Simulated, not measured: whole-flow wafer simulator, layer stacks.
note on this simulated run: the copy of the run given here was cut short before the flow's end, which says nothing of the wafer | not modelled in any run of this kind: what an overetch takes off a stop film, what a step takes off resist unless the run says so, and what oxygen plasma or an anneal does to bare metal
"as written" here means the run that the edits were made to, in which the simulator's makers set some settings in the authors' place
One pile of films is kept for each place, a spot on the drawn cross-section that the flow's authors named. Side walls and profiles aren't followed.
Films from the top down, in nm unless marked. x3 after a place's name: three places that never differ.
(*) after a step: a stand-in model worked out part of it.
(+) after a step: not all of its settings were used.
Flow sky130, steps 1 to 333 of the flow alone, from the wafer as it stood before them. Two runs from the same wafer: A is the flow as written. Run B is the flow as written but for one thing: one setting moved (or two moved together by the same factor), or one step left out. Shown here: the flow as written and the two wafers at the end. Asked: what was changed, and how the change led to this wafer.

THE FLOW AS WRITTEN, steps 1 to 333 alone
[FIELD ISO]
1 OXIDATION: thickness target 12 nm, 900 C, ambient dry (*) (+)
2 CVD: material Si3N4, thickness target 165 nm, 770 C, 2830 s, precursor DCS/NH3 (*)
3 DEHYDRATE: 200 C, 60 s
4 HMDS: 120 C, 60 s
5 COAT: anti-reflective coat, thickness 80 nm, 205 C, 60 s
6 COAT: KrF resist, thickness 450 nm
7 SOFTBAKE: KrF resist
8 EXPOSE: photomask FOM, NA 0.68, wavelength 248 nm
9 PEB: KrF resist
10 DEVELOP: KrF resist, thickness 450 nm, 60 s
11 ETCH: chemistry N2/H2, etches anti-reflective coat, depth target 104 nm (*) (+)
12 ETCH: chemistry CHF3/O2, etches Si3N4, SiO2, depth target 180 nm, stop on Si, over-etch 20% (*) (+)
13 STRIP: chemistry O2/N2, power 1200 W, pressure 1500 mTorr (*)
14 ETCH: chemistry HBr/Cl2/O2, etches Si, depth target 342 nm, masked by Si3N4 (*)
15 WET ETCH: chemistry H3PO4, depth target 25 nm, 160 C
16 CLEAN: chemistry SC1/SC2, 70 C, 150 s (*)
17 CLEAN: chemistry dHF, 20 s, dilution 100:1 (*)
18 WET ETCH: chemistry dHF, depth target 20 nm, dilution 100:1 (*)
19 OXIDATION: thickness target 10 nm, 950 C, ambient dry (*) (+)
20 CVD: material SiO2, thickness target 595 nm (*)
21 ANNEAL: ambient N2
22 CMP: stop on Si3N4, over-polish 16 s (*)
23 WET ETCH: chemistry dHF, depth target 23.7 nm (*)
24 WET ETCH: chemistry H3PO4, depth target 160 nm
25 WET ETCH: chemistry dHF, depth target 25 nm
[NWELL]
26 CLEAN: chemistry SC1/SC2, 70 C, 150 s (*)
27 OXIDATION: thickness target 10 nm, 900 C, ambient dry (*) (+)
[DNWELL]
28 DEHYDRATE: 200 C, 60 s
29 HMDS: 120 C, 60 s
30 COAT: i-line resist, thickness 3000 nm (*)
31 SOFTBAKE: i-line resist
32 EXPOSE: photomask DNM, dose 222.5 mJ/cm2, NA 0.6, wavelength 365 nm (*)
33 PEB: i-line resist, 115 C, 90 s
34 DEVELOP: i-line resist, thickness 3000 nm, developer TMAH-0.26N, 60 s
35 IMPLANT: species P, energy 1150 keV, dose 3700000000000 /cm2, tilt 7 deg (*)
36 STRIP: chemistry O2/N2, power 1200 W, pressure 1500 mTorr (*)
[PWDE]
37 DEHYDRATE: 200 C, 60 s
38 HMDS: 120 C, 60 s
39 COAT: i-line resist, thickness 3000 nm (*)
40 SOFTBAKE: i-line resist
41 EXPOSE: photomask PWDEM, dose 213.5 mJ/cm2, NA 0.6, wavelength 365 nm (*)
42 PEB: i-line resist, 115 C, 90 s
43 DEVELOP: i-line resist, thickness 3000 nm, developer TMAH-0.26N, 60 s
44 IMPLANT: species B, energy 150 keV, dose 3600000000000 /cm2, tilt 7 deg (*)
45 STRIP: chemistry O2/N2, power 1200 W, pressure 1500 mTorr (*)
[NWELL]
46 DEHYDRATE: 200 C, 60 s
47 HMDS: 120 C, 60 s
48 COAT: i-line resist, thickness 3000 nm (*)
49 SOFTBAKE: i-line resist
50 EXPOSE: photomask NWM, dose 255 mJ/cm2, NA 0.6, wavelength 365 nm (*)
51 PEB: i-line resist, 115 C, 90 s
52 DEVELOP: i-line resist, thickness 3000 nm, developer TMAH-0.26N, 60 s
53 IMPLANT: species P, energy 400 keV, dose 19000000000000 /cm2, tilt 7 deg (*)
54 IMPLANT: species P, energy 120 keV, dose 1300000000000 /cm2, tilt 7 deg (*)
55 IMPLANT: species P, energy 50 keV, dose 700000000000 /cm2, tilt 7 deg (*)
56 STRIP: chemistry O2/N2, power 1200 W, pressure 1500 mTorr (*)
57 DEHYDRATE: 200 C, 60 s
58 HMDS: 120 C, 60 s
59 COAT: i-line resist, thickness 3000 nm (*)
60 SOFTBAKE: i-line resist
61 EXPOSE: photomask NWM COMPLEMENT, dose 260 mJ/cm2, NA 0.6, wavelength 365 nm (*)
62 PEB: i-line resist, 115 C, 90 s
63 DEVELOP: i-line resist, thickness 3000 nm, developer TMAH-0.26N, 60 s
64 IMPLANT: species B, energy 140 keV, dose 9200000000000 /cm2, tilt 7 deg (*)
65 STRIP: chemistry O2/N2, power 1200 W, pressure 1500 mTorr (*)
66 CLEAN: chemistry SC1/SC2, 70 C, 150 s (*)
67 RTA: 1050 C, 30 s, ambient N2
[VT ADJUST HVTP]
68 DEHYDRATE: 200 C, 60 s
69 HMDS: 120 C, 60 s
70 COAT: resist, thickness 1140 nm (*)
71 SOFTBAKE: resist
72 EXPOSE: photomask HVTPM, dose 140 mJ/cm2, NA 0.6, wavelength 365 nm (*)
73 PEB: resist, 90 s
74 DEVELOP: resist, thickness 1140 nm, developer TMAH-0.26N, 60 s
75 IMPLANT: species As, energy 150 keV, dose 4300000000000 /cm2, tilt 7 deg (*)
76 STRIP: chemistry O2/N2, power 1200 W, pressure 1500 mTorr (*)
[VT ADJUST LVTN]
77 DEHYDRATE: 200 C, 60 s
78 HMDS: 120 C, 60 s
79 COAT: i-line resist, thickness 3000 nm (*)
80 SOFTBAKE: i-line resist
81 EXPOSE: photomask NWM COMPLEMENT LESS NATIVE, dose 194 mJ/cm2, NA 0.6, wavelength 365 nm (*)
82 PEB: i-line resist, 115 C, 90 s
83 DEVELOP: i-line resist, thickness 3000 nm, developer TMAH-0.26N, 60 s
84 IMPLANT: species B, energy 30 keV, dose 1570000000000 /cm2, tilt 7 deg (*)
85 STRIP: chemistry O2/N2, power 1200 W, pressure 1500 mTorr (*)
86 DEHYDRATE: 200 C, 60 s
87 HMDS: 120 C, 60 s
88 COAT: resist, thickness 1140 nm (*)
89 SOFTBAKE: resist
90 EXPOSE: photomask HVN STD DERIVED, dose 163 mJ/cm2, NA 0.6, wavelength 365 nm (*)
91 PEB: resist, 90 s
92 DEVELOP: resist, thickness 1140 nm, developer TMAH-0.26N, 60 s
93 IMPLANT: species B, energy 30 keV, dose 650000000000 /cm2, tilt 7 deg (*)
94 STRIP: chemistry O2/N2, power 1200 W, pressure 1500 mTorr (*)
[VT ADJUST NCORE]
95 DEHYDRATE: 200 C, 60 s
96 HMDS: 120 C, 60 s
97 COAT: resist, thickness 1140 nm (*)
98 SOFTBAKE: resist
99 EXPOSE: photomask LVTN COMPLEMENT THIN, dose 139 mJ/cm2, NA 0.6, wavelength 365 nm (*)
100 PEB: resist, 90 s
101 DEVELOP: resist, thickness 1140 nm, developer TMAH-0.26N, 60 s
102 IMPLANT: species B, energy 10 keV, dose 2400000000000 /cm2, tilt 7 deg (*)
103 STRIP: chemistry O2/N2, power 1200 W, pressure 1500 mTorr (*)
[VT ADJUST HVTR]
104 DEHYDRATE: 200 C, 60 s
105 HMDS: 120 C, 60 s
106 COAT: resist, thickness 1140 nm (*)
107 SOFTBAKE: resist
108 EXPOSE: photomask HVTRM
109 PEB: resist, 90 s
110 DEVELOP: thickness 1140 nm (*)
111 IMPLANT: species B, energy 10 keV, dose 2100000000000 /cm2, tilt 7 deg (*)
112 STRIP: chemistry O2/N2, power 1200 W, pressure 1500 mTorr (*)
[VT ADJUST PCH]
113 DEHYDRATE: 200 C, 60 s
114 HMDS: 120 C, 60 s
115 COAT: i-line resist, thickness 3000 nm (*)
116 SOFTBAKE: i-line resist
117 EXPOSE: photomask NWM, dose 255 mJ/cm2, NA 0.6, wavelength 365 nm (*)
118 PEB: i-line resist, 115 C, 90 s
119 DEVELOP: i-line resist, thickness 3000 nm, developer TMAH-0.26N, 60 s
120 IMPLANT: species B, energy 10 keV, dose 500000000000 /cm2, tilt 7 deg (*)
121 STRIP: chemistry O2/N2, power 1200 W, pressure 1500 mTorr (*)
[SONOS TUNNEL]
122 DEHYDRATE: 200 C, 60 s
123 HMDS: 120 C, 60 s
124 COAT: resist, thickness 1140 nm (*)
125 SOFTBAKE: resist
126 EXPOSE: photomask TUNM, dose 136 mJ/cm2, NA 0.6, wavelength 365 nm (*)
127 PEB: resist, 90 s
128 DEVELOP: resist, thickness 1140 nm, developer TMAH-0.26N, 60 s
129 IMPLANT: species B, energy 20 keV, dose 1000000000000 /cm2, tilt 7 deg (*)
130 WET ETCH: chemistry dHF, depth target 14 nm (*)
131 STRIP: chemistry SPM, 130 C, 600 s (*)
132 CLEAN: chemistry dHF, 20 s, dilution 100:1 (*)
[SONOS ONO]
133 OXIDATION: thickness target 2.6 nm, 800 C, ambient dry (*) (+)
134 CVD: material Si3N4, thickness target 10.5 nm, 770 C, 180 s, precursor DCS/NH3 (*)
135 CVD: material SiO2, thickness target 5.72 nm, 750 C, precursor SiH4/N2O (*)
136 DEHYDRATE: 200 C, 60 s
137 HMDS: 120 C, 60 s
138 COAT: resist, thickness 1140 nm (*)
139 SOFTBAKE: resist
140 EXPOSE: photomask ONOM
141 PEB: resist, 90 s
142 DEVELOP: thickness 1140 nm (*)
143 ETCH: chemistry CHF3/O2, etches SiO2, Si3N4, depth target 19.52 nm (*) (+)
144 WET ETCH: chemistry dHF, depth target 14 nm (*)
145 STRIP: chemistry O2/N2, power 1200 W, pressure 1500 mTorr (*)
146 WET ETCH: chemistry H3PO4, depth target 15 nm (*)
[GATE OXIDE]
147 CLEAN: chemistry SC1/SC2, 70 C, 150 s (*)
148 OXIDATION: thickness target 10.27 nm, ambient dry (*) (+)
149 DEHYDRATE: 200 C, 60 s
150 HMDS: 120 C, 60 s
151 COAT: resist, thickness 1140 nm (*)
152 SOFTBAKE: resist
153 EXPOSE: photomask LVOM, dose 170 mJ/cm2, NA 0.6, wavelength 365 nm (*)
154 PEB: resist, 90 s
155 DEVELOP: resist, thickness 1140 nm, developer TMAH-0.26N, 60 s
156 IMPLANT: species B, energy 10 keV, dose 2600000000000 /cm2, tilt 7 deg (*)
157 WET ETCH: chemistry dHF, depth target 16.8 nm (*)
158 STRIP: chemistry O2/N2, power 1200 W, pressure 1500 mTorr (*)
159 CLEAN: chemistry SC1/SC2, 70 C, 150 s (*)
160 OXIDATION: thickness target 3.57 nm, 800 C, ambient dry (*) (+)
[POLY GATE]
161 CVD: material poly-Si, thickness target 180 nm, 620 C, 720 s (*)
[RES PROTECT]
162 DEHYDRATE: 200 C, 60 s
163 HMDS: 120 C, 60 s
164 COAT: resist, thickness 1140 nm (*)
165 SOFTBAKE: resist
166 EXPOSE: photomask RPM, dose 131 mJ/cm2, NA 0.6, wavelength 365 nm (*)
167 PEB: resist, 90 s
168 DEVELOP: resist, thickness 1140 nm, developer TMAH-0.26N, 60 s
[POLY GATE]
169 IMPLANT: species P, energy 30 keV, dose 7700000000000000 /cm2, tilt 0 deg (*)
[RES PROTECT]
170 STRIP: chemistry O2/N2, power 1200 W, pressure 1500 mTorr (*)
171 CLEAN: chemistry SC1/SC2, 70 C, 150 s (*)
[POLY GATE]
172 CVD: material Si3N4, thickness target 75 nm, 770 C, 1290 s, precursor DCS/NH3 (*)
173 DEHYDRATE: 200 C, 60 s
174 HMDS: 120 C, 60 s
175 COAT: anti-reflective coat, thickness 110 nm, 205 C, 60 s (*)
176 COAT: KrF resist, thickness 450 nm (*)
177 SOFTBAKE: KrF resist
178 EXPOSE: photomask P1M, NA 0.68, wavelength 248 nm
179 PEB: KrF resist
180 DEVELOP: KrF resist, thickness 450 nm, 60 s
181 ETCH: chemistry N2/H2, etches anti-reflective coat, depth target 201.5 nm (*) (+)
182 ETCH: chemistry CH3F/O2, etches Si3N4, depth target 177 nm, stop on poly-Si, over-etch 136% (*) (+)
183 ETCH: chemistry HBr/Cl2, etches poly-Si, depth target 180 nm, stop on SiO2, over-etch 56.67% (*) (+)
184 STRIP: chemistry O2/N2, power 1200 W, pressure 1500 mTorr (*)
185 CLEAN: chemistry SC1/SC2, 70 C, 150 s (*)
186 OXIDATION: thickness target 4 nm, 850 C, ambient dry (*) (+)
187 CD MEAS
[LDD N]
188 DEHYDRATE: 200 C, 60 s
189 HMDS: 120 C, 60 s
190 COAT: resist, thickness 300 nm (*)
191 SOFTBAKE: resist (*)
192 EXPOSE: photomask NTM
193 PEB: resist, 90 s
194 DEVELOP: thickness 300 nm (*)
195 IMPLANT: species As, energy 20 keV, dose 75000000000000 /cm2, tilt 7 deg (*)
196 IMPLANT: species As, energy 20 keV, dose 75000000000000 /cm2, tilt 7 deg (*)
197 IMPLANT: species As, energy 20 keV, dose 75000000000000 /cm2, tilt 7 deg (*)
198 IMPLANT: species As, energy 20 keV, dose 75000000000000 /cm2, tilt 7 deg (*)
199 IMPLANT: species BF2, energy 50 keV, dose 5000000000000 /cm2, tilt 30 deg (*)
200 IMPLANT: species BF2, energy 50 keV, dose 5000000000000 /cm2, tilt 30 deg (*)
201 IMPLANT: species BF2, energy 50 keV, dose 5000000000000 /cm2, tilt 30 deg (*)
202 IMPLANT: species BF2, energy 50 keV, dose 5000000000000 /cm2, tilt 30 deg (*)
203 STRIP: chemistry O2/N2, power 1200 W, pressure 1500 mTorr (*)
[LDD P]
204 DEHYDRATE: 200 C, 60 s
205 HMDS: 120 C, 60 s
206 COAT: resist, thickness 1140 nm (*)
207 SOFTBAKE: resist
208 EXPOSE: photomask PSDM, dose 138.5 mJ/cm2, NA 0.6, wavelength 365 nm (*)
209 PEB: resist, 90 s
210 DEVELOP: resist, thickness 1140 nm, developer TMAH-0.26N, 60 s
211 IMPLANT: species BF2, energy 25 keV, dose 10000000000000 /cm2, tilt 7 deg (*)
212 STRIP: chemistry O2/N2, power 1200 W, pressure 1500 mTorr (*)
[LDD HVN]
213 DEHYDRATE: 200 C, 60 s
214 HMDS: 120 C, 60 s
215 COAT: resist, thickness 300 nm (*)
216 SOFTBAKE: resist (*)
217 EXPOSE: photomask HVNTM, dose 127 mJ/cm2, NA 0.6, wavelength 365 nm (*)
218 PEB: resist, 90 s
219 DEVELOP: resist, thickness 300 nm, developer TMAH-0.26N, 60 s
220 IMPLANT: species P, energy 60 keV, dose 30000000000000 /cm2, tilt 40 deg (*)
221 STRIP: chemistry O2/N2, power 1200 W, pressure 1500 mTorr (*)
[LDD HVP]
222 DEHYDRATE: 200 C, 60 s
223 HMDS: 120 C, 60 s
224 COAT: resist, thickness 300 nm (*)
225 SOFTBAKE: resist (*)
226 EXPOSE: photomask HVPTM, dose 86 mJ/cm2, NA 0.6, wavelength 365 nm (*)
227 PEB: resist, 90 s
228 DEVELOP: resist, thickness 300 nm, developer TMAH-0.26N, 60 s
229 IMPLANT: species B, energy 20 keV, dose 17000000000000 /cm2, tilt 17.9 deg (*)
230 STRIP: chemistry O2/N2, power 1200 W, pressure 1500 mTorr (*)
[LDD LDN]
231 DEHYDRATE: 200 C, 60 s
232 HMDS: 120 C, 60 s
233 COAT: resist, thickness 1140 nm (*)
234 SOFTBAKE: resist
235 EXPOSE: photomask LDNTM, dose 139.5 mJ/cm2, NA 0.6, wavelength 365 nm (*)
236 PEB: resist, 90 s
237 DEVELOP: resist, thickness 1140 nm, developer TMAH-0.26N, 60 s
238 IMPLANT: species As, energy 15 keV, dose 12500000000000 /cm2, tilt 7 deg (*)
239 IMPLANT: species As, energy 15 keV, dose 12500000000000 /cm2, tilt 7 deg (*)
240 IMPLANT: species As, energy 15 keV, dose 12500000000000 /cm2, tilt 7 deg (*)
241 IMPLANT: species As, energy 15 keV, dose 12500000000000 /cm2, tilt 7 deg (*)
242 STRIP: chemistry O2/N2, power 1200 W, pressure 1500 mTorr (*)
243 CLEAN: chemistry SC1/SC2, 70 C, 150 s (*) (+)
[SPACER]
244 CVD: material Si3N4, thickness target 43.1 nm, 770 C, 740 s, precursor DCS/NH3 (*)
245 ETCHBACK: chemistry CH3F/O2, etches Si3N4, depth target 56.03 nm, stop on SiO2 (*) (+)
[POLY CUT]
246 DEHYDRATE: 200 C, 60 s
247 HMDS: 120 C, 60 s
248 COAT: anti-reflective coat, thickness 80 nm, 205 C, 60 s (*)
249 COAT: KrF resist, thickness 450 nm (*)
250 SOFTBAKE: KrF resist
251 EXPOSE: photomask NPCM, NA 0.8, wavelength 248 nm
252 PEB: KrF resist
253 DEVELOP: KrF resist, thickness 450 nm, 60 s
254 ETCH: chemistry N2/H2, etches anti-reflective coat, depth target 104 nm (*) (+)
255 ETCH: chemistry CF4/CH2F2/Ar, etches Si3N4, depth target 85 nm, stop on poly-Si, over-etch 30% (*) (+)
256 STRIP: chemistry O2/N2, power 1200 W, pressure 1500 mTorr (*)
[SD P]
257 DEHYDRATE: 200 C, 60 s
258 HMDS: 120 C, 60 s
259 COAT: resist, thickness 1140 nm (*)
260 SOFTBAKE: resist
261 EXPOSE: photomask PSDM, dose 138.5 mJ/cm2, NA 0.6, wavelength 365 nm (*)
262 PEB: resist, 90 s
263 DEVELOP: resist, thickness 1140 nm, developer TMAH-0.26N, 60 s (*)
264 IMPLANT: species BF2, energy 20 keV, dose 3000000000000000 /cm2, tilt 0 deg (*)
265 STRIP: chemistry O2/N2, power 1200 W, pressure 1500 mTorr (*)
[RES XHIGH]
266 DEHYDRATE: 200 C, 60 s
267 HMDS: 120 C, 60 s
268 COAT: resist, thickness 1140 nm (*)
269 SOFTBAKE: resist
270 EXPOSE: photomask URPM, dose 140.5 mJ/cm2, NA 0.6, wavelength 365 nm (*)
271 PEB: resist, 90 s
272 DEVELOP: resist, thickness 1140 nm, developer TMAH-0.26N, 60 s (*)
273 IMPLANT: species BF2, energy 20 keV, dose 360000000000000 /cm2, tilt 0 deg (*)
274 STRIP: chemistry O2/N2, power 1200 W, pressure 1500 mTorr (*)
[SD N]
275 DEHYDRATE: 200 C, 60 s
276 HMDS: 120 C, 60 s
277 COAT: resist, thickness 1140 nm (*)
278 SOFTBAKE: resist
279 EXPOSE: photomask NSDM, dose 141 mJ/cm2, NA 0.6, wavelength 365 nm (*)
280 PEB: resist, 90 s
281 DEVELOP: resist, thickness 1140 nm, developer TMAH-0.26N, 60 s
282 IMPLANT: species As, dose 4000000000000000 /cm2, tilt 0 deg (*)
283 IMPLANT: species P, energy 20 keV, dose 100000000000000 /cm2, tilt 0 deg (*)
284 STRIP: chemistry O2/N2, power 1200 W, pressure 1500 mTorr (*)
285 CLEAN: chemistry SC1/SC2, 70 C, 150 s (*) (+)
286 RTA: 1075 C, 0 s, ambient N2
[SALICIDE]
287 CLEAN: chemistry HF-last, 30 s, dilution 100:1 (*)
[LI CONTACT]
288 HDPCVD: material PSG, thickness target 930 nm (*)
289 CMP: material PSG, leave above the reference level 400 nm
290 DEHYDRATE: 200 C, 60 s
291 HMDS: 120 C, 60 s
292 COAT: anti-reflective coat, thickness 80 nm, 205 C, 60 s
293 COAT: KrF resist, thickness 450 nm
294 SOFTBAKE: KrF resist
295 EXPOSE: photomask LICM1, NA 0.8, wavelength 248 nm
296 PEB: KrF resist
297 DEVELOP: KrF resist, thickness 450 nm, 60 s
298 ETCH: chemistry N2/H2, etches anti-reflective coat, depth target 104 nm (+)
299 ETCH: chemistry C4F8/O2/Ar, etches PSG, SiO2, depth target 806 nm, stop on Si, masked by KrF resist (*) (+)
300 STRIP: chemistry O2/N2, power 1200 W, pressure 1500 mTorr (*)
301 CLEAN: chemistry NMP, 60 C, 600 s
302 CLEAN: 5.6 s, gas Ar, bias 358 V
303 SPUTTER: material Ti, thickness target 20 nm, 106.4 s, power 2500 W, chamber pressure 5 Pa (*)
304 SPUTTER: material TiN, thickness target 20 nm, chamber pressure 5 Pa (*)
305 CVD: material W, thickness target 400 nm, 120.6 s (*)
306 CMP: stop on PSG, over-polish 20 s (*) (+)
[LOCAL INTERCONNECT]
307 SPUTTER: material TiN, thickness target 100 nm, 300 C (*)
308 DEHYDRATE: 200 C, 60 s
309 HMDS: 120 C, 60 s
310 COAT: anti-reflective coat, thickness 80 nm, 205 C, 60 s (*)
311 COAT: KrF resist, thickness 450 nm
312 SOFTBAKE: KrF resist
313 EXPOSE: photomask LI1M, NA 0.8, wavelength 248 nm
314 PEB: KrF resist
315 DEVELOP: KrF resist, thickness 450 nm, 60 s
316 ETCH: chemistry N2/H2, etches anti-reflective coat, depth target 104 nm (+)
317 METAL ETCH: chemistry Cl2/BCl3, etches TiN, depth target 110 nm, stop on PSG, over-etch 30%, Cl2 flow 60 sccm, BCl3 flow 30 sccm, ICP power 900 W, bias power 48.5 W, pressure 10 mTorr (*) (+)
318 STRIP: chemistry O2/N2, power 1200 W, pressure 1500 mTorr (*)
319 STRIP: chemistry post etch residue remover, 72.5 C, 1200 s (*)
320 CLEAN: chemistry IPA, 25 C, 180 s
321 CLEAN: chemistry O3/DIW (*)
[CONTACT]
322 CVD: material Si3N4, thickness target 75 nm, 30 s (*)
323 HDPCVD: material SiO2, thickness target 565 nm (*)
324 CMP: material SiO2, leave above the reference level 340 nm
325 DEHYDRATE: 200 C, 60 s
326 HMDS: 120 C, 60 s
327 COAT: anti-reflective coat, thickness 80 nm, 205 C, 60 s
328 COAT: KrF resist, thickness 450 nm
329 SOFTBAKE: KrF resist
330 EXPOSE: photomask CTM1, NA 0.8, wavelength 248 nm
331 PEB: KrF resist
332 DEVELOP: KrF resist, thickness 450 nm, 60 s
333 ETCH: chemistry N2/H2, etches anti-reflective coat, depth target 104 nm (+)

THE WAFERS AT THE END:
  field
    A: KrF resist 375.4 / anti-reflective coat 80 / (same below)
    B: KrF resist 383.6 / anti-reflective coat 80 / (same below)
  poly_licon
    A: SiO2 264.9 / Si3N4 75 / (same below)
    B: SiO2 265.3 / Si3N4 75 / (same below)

The cause: step 333, ETCH: depth target 89.3 nm was run, where the flow has depth target 104 nm.

How the change led to this, step by step:
  333 ETCH: chemistry N2/H2, etches anti-reflective coat, depth target 104 nm (+)
      field, active, n_well and 184 more: A KrF resist -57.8 | B KrF resist -49.6
